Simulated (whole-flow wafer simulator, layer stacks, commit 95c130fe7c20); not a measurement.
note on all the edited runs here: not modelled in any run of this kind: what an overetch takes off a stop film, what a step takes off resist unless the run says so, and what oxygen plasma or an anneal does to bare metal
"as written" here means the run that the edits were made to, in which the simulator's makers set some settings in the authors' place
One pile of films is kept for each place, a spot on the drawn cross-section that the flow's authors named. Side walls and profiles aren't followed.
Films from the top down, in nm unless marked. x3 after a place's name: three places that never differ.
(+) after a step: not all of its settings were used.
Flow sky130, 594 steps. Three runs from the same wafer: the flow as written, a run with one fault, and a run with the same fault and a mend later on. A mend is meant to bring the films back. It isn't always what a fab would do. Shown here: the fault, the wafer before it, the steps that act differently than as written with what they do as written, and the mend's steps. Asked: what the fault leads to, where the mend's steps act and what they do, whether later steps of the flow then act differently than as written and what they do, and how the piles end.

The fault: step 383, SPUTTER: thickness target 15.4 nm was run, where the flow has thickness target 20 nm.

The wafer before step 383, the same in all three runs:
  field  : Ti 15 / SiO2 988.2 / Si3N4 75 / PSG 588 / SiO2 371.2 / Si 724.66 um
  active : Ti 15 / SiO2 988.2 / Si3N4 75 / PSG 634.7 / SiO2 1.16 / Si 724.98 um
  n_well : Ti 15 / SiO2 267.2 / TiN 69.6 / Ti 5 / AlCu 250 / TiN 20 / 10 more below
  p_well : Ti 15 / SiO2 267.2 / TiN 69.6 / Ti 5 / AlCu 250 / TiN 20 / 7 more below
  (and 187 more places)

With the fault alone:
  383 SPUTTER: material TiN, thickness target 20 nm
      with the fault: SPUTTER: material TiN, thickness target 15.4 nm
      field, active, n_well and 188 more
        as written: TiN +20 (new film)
        with the fault: TiN +15.4 (new film)
  Later steps of the flow that act differently than as written (13 more steps differ only slightly, by at most 2% or 0.5 nm, whichever is larger, and aren't shown):
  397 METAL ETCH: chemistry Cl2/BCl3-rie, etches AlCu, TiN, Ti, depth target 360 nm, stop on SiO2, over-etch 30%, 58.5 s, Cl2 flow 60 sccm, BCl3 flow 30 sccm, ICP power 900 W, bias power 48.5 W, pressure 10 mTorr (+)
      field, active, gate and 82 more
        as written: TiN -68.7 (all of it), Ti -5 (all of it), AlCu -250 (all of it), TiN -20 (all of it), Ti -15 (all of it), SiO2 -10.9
        with the fault: TiN -68.7 (all of it), Ti -5 (all of it), AlCu -250 (all of it), TiN -15.4 (all of it), Ti -15 (all of it), SiO2 -11.4
  At the end the piles differ from the flow's by more than 2% or 0.5 nm, whichever is larger, at n_well, p_well, gate_hv and 103 more.
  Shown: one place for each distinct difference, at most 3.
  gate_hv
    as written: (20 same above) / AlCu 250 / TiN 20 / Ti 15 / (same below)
    with the fault: (20 same above) / AlCu 250 / TiN 15.4 / Ti 15 / (same below)
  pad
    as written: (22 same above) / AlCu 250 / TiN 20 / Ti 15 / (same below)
    with the fault: (22 same above) / AlCu 250 / TiN 15.4 / Ti 15 / (same below)
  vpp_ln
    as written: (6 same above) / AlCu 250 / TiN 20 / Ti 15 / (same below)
    with the fault: (6 same above) / AlCu 250 / TiN 15.4 / Ti 15 / (same below)

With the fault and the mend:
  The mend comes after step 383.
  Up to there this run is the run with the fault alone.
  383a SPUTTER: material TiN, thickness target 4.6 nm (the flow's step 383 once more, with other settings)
      field, active, n_well and 188 more
        TiN +4.6
  No later step of the flow acts differently than as written at any place that is followed.
  At the end the piles are the same as the flow's at every place that both follow.
